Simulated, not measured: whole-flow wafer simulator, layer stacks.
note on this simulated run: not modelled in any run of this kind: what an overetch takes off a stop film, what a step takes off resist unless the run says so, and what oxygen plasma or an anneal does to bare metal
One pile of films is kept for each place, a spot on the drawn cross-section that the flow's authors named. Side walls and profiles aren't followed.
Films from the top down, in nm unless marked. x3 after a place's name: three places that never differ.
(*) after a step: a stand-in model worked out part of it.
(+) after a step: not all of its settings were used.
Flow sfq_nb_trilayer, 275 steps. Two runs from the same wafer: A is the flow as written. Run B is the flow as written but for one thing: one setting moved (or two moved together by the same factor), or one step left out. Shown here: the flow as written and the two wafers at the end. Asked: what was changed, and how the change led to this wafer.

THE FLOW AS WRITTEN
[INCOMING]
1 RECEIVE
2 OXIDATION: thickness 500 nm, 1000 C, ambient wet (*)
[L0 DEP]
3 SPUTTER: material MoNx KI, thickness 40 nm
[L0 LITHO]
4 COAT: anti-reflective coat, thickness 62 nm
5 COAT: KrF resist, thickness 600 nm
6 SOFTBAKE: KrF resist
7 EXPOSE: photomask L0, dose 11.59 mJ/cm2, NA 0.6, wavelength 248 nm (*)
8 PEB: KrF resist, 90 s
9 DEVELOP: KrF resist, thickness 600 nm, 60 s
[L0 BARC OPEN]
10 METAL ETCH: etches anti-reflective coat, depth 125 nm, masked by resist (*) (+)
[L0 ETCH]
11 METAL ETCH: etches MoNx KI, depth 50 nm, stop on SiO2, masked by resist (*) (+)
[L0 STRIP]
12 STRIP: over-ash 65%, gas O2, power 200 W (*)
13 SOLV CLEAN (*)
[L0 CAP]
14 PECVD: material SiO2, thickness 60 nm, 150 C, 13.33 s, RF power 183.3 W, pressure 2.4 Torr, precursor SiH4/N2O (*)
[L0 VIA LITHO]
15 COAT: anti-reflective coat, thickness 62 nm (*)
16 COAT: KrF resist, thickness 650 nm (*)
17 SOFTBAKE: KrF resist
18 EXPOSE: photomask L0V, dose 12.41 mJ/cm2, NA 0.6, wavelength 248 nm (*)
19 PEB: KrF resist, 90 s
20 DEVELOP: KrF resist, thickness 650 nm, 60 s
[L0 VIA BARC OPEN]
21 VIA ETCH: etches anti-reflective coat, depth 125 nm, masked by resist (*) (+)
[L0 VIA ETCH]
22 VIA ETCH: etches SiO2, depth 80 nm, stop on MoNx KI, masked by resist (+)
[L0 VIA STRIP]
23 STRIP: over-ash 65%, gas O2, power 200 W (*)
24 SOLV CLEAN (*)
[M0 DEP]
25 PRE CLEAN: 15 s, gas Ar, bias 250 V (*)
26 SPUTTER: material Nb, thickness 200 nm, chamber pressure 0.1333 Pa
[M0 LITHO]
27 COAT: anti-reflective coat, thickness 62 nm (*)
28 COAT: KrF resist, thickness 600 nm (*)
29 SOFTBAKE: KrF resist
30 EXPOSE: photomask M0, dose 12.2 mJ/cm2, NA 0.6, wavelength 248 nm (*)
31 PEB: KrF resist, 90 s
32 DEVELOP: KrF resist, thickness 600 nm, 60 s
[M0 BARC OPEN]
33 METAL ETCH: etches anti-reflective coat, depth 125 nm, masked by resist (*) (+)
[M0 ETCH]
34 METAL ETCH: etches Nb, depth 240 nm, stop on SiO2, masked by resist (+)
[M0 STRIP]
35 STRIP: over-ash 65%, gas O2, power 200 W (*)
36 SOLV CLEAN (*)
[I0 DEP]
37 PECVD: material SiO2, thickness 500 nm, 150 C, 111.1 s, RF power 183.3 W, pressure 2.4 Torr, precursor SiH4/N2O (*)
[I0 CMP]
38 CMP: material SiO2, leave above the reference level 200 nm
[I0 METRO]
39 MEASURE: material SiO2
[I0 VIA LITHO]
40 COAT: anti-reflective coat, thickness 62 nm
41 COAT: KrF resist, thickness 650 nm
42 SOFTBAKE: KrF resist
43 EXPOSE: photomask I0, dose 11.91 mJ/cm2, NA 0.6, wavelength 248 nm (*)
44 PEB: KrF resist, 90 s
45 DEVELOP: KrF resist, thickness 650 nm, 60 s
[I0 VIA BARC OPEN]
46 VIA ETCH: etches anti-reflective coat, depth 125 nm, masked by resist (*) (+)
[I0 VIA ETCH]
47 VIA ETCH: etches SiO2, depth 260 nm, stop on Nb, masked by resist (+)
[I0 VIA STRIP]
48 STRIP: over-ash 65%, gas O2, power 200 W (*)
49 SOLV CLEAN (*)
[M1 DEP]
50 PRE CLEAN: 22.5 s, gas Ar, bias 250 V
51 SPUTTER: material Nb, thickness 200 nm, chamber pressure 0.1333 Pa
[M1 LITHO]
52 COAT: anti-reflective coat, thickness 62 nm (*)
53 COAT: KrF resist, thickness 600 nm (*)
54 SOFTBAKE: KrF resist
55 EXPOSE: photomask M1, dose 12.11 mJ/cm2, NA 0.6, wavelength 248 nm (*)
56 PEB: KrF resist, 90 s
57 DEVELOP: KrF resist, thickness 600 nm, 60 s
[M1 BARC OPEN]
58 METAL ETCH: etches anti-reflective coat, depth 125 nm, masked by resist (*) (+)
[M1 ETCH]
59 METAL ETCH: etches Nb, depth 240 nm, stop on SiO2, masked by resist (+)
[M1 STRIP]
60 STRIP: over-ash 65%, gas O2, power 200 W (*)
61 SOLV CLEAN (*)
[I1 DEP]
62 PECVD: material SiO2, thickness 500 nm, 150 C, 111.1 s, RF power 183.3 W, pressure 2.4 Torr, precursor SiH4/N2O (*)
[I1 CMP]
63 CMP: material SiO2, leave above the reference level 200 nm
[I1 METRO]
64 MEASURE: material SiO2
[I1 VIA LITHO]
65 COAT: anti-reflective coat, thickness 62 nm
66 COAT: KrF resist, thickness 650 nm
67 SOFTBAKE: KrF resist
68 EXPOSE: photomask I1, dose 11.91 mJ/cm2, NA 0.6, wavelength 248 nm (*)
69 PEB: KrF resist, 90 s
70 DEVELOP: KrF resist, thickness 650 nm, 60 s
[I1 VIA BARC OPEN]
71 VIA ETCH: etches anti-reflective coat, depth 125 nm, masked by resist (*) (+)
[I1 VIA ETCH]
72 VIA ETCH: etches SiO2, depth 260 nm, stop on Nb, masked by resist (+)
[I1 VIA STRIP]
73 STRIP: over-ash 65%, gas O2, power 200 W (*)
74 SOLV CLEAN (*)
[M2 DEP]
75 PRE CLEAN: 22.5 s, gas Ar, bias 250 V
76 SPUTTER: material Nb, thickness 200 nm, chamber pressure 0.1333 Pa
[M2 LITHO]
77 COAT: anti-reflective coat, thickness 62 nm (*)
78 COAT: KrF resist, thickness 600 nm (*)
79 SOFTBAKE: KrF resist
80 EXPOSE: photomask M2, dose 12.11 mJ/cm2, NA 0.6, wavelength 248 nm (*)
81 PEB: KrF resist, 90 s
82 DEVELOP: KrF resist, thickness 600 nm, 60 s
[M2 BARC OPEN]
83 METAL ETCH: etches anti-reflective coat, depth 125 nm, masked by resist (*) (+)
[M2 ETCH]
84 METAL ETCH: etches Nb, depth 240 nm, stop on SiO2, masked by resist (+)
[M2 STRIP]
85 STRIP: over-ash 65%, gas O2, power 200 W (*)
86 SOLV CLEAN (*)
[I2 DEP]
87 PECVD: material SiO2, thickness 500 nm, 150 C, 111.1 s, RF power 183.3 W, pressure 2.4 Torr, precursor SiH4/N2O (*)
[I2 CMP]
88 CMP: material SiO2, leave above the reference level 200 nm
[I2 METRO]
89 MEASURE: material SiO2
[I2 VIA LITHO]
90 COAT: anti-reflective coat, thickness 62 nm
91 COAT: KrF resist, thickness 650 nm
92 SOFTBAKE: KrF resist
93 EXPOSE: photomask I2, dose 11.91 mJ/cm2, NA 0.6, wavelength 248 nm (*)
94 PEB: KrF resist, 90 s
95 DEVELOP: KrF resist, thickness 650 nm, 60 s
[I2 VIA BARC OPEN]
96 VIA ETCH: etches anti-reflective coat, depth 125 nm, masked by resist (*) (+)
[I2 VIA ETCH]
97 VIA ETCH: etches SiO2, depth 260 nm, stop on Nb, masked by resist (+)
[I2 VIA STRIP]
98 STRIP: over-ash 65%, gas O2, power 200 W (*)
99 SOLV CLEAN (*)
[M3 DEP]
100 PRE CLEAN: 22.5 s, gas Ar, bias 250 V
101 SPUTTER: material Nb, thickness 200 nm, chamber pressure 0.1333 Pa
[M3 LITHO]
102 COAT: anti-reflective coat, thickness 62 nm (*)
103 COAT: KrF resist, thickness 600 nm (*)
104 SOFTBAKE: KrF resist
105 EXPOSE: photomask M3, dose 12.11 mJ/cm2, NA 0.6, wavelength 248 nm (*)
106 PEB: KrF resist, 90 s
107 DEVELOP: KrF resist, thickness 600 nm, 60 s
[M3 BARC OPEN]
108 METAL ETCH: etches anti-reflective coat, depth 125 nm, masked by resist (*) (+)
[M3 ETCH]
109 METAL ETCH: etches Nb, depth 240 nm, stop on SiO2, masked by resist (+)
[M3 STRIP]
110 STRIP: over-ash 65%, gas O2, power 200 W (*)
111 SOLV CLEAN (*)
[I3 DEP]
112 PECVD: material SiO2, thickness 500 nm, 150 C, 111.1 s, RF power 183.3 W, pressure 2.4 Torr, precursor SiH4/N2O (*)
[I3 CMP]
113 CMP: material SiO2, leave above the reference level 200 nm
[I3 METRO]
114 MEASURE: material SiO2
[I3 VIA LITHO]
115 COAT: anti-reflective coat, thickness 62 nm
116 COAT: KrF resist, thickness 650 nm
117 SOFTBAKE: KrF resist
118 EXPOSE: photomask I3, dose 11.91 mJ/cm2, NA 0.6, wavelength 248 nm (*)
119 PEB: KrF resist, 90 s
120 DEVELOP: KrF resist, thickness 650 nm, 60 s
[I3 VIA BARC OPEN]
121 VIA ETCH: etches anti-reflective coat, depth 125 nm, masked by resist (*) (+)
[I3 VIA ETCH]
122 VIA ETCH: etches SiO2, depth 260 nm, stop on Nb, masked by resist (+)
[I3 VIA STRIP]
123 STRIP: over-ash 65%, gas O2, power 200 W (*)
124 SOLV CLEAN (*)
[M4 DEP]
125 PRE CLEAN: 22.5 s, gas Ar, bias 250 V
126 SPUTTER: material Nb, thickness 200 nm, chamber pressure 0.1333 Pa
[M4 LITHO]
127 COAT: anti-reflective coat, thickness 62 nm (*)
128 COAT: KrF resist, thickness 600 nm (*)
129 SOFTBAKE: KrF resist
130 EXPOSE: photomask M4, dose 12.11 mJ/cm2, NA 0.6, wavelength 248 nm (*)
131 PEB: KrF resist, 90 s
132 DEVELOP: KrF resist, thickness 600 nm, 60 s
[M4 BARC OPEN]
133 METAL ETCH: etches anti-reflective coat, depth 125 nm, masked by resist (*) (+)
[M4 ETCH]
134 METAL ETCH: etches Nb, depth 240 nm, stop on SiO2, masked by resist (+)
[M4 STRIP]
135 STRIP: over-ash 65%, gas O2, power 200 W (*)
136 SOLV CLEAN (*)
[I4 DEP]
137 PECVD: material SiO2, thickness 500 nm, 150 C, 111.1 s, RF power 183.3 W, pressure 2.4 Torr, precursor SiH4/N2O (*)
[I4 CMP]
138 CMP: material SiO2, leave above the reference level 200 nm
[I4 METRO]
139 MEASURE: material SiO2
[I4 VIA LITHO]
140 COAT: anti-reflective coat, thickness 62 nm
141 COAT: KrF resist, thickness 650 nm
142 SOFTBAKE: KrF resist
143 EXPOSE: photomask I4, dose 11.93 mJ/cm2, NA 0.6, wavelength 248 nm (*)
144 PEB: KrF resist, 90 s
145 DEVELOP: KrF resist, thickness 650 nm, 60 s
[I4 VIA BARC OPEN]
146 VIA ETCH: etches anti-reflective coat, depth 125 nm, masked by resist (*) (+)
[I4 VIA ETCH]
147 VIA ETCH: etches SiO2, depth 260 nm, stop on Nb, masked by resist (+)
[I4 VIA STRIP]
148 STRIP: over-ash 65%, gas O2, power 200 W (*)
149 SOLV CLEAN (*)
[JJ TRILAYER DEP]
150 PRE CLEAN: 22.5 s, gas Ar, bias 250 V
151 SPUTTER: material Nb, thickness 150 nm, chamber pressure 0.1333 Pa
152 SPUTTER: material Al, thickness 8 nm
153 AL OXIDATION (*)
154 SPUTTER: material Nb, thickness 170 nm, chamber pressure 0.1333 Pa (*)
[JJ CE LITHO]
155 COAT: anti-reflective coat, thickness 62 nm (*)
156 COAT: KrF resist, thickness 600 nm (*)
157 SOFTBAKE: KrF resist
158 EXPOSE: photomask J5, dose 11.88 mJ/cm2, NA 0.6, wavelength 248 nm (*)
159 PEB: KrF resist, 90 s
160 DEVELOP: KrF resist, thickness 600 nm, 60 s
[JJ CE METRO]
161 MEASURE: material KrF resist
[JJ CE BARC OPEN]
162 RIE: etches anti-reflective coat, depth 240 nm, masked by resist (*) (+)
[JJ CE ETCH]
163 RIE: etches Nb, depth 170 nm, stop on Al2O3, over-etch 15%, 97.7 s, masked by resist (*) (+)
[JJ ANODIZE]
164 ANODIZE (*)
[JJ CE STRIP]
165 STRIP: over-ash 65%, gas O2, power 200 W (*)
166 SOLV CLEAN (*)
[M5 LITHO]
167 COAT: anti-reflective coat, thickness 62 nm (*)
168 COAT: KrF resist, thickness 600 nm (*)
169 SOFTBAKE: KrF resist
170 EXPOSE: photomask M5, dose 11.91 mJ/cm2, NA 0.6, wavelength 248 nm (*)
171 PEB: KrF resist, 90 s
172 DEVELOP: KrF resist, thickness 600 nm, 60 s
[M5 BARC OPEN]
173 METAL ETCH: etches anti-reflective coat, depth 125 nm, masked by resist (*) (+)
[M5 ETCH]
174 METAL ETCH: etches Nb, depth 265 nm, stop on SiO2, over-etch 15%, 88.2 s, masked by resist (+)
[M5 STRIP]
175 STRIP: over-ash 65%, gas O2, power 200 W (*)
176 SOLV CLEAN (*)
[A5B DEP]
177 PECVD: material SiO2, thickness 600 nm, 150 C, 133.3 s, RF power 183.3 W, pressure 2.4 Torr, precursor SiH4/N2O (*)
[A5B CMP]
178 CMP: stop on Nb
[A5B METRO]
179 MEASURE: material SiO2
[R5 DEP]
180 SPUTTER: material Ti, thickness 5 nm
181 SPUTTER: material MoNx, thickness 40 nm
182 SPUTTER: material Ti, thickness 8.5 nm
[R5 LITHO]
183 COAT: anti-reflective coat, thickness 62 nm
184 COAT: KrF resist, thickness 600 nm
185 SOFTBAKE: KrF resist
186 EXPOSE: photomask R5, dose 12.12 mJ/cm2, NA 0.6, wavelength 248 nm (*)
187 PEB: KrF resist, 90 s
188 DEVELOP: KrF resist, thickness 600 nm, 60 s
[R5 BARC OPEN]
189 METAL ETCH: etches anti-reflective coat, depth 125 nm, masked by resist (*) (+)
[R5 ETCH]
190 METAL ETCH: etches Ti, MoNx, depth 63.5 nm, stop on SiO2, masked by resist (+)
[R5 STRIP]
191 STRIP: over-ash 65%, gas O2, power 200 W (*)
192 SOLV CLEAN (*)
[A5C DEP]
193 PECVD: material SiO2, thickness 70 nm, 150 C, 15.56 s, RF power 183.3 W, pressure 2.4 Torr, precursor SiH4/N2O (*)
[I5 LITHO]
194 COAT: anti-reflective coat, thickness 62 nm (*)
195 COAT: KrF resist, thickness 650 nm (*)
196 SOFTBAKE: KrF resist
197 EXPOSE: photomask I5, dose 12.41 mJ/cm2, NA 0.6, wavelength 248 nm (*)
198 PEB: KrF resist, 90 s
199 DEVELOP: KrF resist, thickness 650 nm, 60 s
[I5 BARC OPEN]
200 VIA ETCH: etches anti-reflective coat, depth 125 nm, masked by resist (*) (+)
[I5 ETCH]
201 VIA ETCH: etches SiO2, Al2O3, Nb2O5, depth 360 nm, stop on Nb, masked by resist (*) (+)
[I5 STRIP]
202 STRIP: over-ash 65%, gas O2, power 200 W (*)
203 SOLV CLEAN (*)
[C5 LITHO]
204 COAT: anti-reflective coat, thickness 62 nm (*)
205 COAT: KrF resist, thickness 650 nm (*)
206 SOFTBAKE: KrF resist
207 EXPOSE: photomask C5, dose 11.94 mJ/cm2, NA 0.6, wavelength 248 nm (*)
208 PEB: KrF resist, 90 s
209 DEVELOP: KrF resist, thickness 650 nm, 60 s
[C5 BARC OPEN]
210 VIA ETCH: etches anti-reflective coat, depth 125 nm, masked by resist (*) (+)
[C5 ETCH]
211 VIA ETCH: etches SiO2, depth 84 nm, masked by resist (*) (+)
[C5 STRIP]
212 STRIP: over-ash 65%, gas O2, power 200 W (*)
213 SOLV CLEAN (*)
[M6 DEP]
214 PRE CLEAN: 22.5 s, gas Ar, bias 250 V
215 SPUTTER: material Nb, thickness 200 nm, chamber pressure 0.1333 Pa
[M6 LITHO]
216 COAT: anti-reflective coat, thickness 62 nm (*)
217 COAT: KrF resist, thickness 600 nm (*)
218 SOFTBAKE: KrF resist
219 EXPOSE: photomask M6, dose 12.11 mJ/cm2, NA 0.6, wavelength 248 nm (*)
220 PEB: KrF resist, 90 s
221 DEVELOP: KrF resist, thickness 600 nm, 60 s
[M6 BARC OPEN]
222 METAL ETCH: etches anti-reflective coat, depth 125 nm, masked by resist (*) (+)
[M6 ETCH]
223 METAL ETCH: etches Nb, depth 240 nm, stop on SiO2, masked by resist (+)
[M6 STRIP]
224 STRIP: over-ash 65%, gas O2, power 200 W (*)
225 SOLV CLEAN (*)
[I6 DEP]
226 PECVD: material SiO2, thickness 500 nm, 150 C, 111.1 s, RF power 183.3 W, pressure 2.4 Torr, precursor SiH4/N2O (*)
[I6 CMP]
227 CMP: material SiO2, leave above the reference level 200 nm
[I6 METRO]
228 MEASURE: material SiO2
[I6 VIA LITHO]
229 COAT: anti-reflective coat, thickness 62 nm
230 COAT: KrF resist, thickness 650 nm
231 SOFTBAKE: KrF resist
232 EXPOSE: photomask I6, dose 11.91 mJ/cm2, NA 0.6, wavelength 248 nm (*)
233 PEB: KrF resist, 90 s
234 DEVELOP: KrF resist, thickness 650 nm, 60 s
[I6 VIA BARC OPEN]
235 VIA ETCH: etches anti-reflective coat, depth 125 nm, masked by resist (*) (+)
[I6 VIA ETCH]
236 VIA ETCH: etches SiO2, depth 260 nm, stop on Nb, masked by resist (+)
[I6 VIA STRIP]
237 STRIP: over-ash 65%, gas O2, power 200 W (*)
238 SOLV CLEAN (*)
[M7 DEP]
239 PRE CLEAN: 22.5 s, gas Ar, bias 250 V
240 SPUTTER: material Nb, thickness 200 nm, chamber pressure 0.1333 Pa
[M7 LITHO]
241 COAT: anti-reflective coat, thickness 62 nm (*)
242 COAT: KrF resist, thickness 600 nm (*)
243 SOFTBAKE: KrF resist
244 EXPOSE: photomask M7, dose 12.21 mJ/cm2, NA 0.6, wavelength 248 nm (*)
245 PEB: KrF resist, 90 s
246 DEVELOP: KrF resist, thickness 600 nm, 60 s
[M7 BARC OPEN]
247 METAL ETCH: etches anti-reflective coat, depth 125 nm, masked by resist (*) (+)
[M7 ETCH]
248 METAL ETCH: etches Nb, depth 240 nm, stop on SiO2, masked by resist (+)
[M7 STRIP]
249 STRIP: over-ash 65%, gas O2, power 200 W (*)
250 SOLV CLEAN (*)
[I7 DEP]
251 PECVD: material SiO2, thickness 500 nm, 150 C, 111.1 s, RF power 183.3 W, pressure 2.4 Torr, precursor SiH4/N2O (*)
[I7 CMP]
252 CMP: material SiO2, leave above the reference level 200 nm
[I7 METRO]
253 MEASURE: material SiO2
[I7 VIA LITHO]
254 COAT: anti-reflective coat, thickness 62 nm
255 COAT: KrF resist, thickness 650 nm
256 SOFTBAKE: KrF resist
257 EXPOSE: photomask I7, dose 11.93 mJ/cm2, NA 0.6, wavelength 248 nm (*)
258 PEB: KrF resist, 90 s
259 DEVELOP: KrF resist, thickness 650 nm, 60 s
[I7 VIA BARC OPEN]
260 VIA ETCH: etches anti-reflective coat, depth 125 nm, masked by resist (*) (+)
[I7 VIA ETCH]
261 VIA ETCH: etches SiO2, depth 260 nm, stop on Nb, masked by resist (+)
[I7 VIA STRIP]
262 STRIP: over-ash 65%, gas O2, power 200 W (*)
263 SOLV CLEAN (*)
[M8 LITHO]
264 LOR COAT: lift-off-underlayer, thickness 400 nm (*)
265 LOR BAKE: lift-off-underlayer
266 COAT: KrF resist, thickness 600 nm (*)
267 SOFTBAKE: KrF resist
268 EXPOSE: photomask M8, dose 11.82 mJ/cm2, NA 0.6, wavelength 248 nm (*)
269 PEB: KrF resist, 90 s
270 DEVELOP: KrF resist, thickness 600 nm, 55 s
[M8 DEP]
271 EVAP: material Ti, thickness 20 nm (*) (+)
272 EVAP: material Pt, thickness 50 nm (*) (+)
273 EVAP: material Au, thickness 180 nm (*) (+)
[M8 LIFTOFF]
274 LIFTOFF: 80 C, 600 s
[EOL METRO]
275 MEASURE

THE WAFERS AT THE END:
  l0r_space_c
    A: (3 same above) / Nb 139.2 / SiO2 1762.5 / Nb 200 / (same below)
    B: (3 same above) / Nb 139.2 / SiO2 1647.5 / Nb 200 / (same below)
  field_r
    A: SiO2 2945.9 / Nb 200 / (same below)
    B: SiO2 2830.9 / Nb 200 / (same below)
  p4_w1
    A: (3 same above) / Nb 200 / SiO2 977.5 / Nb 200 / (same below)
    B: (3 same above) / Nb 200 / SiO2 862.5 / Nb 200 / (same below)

The cause: step 38, CMP: leave above the reference level 85 nm was run, where the flow has leave above the reference level 200 nm.

How the change led to this, step by step:
  38 CMP: material SiO2, leave above the reference level 200 nm
      v_sur, via_wl, via_w and 94 more: A SiO2 -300 | B SiO2 -415
      field_l, l0_sur, l0r_line_l, l0r_line_c, l0r_line_r: A SiO2 -340 | B SiO2 -455
      (and at 4 more places)
  47 VIA ETCH: etches SiO2, depth 260 nm, stop on Nb, masked by resist (+)
      field_l, v_sur, via_wl and 102 more: A KrF resist -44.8 | B KrF resist -21.9
      via_w: A SiO2 -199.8 (all of it) | B SiO2 -84.8 (all of it)
  48 STRIP: over-ash 65%, gas O2, power 200 W (*)
      field_l, v_sur, via_wl and 102 more: A KrF resist -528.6 (all of it), anti-reflective coat -62 (all of it) | B KrF resist -551.5 (all of it), anti-reflective coat -62 (all of it)
  51 SPUTTER: material Nb, thickness 200 nm, chamber pressure 0.1333 Pa
      via_w: A Nb +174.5 | B Nb +196.9
  52 COAT: anti-reflective coat, thickness 62 nm (*)
      v_sur: A anti-reflective coat +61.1 (new film) | B anti-reflective coat +58.2 (new film)
      via_wl: A anti-reflective coat +33.8 (new film) | B anti-reflective coat +40.4 (new film)
      (and at 2 more places)
  53 COAT: KrF resist, thickness 600 nm (*)
      v_sur: A KrF resist +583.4 (new film) | B KrF resist +595.9 (new film)
      via_w: A KrF resist +731.8 (new film) | B KrF resist +640.2 (new film)
  60 STRIP: over-ash 65%, gas O2, power 200 W (*)
      v_sur: A KrF resist -365.9 (all of it), anti-reflective coat -61.1 (all of it) | B KrF resist -378.2 (all of it), anti-reflective coat -58.2 (all of it)
      via_wl: A KrF resist -385.5 (all of it), anti-reflective coat -33.8 (all of it) | B KrF resist -393.1 (all of it), anti-reflective coat -40.4 (all of it)
      (and at 3 more places)
  62 PECVD: material SiO2, thickness 500 nm, 150 C, 111.1 s, RF power 183.3 W, pressure 2.4 Torr, precursor SiH4/N2O (*)
      via_w: A SiO2 +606 (new film) | B SiO2 +500 (new film)
  63 CMP: material SiO2, leave above the reference level 200 nm
      via_w: A SiO2 -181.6 | B SiO2 -212.9
